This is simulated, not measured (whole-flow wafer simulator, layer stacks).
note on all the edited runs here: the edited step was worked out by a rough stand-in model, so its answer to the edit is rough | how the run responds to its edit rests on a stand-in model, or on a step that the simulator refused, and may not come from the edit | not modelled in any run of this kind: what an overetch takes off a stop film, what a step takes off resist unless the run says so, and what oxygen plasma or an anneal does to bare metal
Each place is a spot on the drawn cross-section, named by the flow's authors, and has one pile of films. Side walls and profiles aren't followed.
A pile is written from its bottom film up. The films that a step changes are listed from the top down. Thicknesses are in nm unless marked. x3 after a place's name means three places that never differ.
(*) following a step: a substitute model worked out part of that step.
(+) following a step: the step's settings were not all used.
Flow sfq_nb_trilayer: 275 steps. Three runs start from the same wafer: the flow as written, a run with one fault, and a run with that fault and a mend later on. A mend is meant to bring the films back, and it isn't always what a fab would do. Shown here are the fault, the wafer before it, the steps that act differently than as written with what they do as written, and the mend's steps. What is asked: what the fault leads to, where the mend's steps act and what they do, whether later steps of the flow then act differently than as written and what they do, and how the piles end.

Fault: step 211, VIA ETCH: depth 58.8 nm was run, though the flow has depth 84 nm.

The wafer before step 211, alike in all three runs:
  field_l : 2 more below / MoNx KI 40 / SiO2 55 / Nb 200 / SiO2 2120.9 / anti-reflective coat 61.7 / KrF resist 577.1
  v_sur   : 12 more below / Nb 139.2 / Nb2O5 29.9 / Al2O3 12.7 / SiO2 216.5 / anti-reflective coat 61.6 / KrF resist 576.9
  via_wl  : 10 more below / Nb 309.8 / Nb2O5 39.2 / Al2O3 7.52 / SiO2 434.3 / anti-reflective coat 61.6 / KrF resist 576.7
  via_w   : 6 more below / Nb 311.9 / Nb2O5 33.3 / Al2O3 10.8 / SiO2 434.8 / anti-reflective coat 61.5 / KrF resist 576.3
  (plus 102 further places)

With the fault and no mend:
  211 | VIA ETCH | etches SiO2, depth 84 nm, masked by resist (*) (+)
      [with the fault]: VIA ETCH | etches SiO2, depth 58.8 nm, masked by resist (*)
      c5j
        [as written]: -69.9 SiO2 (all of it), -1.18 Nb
        [with the fault]: -58.8 SiO2
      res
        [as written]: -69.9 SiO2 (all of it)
        [with the fault]: -58.8 SiO2
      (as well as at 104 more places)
  Steps later in the flow that act otherwise than as written (5 more steps, not shown, differ only slightly: by at most 2% or 0.5 nm, whichever is larger):
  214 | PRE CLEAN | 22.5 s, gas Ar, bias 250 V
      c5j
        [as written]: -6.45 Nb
        [with the fault]: -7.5 SiO2
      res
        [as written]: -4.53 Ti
        [with the fault]: -7.5 SiO2
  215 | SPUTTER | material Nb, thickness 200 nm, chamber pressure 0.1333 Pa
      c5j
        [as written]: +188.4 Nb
        [with the fault]: +192.1 Nb (new film)
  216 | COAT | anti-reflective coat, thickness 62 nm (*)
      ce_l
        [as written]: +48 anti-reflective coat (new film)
        [with the fault]: +51 anti-reflective coat (new film)
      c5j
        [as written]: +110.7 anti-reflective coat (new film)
        [with the fault]: +102.9 anti-reflective coat (new film)
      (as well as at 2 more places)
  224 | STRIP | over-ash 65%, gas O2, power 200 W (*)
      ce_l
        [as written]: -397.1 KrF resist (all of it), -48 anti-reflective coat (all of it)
        [with the fault]: -395.3 KrF resist (all of it), -51 anti-reflective coat (all of it)
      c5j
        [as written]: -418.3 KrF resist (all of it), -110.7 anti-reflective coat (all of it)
        [with the fault]: -412.6 KrF resist (all of it), -102.9 anti-reflective coat (all of it)
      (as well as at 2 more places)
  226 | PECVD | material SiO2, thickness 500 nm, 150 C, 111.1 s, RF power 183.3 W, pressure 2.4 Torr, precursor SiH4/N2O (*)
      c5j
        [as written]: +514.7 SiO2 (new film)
        [with the fault]: +500 SiO2 (new film)
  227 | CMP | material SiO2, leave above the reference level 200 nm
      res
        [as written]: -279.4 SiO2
        [with the fault]: -289.1 SiO2
  By the end, the piles at c5j, res depart from the flow's by more than 2% or 0.5 nm, whichever is larger.
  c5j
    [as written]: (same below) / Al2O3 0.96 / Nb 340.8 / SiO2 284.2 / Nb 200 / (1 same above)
    [with the fault]: (same below) / Al2O3 0.96 / Nb 160 / SiO2 3.59 / Nb 192.1 / SiO2 269.3 / Nb 200 / (1 same above)
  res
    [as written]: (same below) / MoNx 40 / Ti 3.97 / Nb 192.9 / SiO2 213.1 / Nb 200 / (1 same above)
    [with the fault]: (same below) / MoNx 40 / Ti 8.5 / SiO2 3.56 / Nb 194.5 / SiO2 203.4 / Nb 200 / (1 same above)

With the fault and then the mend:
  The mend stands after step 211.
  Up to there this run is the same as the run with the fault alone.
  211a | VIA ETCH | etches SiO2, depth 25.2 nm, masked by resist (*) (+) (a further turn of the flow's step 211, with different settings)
      field_l, v_sur, via_wl and 101 more
        -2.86 KrF resist
      c5j
        -11.1 SiO2 (all of it), -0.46 Nb
      res
        -11.1 SiO2 (all of it)
  None of the later steps of the flow differs from how it acts as written, at any place that is followed, by more than 2% or 0.5 nm, whichever is larger.
  At the end the piles are close to the flow's at the places that both follow, differing by at most 2% or 0.5 nm, whichever is larger.
